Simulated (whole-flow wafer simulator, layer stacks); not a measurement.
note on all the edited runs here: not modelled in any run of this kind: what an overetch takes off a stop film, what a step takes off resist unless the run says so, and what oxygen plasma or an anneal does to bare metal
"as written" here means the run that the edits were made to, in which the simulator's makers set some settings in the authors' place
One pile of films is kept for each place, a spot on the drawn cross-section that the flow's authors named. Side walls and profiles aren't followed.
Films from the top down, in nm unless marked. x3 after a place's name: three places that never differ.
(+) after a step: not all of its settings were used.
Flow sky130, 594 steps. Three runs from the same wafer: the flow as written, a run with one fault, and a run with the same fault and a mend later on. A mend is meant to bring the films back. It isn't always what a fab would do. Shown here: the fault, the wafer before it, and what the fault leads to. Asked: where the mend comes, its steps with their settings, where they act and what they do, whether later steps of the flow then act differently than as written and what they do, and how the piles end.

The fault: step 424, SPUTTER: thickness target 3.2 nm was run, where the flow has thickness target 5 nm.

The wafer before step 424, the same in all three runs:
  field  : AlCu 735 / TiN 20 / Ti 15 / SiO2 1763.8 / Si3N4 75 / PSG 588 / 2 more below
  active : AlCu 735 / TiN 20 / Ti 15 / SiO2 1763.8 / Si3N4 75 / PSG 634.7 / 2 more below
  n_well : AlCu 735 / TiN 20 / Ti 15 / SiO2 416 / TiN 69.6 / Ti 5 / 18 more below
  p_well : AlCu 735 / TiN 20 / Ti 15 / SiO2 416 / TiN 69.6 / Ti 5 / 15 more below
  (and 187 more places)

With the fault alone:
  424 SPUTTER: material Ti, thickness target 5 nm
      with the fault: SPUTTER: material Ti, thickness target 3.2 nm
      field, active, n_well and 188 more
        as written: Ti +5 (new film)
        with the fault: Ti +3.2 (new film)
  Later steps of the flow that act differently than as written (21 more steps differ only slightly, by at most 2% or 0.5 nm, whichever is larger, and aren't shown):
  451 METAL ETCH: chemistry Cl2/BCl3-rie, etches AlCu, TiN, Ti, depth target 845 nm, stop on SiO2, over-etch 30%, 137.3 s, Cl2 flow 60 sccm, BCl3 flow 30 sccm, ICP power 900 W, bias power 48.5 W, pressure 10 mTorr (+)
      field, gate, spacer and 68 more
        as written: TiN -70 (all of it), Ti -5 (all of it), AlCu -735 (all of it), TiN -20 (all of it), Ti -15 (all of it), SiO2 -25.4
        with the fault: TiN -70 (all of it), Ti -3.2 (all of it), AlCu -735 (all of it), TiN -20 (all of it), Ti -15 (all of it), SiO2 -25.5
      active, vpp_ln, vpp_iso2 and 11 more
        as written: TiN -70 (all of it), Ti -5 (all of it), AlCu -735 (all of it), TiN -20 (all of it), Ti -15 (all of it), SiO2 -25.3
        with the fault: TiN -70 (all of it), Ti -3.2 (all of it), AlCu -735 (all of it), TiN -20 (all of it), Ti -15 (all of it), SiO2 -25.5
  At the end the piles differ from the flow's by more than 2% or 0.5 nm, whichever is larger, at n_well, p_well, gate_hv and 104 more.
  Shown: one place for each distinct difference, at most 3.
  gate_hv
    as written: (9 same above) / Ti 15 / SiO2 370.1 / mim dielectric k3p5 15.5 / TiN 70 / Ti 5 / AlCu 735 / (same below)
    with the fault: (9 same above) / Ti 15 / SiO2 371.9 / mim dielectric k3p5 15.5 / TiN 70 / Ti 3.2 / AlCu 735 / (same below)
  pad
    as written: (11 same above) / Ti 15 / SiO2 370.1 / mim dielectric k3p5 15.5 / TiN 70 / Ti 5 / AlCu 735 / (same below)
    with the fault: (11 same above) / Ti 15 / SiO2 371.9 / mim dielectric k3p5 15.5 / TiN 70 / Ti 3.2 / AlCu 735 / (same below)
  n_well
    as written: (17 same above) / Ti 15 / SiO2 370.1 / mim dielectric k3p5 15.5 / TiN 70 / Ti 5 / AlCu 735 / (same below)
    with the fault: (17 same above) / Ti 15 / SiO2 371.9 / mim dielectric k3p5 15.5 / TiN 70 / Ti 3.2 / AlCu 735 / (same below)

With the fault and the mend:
  The mend comes after step 424.
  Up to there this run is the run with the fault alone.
  424a SPUTTER: material Ti, thickness target 1.8 nm (the flow's step 424 once more, with other settings)
      field, active, n_well and 188 more
        Ti +1.8
  No later step of the flow acts differently than as written at any place that is followed.
  At the end the piles are the same as the flow's at every place that both follow.
